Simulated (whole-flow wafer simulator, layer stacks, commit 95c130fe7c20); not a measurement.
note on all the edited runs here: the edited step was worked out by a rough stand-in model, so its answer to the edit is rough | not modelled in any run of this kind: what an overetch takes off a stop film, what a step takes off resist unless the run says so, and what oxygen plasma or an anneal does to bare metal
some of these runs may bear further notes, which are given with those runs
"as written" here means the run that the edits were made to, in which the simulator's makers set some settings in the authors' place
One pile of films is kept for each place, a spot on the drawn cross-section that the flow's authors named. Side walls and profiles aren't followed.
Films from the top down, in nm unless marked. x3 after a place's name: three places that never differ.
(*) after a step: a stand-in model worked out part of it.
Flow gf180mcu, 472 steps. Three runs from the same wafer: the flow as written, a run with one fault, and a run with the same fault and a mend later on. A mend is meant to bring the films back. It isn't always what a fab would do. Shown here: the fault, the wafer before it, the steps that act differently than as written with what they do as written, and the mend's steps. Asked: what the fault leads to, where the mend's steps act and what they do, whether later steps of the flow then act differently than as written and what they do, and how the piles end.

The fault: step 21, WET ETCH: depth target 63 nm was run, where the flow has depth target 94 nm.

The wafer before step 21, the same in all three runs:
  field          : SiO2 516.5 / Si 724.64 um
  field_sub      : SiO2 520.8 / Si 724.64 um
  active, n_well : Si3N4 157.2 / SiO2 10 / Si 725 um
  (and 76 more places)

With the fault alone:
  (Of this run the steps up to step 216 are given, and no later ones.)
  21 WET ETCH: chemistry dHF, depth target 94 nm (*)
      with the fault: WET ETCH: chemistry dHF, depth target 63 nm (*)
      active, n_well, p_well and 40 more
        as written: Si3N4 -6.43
        with the fault: Si3N4 -4.33
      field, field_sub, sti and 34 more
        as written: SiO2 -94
        with the fault: SiO2 -63
  Later steps of the flow that act differently than as written (32 more steps differ only slightly, by at most 2% or 0.5 nm, whichever is larger, and aren't shown):
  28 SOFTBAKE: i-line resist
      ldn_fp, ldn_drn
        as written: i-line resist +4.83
        with the fault: i-line resist +8.53
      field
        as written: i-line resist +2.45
        with the fault: i-line resist +4.7
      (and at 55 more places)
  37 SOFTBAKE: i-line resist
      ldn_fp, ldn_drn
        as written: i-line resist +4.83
        with the fault: i-line resist +8.53
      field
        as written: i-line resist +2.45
        with the fault: i-line resist +4.7
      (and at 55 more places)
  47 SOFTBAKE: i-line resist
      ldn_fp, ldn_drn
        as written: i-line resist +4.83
        with the fault: i-line resist +8.53
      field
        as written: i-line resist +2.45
        with the fault: i-line resist +4.7
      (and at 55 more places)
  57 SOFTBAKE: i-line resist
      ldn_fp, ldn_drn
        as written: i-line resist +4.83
        with the fault: i-line resist +8.53
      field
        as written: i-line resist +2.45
        with the fault: i-line resist +4.7
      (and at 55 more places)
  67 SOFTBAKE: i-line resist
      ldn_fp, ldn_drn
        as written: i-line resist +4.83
        with the fault: i-line resist +8.53
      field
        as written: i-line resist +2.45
        with the fault: i-line resist +4.7
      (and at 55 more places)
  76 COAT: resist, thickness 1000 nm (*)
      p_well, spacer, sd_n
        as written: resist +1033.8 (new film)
        with the fault: resist +1064 (new film)
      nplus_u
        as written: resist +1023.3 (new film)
        with the fault: resist +1045 (new film)
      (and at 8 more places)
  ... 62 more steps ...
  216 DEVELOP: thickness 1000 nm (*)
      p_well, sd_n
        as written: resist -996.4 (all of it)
        with the fault: resist -1025.1 (all of it)
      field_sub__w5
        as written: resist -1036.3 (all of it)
        with the fault: resist -1015.2 (all of it)
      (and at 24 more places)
  After step 216 the piles differ from the flow's by more than 2% or 0.5 nm, whichever is larger, at field, field__w1, field__w2 and 70 more.
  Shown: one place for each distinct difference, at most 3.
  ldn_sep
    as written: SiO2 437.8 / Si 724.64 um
    with the fault: SiO2 468.6 / Si 724.64 um
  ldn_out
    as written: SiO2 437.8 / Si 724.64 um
    with the fault: SiO2 468.7 / Si 724.64 um
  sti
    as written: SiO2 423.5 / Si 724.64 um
    with the fault: SiO2 454.4 / Si 724.64 um

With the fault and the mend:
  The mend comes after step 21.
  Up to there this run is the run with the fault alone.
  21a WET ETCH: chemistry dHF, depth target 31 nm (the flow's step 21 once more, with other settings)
      field, field_sub, sti and 34 more
        SiO2 -31
  No later step of the flow acts differently than as written, at any place that is followed, by more than 2% or 0.5 nm, whichever is larger.
  At the end the piles are the same as the flow's at every place that both follow.
